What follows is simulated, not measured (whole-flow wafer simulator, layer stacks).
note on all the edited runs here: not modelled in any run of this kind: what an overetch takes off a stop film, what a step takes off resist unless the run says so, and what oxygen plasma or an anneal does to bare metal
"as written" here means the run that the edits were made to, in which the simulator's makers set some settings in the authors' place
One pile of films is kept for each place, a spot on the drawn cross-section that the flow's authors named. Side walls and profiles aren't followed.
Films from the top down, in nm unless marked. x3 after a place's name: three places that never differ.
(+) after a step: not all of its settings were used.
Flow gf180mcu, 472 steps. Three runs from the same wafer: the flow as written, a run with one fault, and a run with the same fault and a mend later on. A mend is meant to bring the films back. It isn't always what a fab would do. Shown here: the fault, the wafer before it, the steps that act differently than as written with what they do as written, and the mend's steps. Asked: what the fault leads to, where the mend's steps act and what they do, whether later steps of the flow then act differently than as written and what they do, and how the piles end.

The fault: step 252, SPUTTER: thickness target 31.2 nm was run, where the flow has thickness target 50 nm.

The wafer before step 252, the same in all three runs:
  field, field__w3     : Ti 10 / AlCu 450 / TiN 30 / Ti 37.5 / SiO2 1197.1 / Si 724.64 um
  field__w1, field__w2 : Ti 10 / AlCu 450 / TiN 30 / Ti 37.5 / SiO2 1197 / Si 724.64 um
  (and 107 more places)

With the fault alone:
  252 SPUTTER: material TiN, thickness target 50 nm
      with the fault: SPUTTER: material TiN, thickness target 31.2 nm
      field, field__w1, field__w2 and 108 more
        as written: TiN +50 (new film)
        with the fault: TiN +31.2 (new film)
  Later steps of the flow that act differently than as written (3 more steps differ only slightly, by at most 2% or 0.5 nm, whichever is larger, and aren't shown):
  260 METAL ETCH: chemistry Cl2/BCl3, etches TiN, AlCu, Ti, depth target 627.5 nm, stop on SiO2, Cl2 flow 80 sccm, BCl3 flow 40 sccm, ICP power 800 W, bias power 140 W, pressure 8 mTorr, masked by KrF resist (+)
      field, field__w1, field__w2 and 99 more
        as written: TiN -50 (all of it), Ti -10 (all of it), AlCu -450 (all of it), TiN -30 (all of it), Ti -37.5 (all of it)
        with the fault: TiN -31.2 (all of it), Ti -10 (all of it), AlCu -450 (all of it), TiN -30 (all of it), Ti -37.5 (all of it)
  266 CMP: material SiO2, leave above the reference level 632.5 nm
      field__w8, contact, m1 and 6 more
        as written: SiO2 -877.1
        with the fault: SiO2 -858.3
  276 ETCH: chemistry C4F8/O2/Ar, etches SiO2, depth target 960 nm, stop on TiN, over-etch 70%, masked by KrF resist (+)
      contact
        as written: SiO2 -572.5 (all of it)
        with the fault: SiO2 -591.3 (all of it)
  At the end the piles differ from the flow's by more than 2% or 0.5 nm, whichever is larger, at field__w8, contact, m1 and 6 more.
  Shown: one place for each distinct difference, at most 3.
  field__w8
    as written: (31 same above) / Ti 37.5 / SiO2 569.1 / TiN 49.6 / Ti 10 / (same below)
    with the fault: (31 same above) / Ti 37.5 / SiO2 587.9 / TiN 30.8 / Ti 10 / (same below)
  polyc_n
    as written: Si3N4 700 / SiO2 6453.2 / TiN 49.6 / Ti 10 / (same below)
    with the fault: Si3N4 700 / SiO2 6472 / TiN 30.8 / Ti 10 / (same below)
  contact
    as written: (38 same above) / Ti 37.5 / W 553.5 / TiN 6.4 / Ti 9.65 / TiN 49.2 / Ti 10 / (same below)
    with the fault: (38 same above) / Ti 37.5 / W 572.5 / TiN 6.33 / Ti 9.55 / TiN 30.4 / Ti 10 / (same below)

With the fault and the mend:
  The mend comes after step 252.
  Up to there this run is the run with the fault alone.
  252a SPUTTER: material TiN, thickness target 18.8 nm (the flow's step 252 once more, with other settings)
      field, field__w1, field__w2 and 108 more
        TiN +18.8
  No later step of the flow acts differently than as written at any place that is followed.
  At the end the piles are the same as the flow's at every place that both follow.
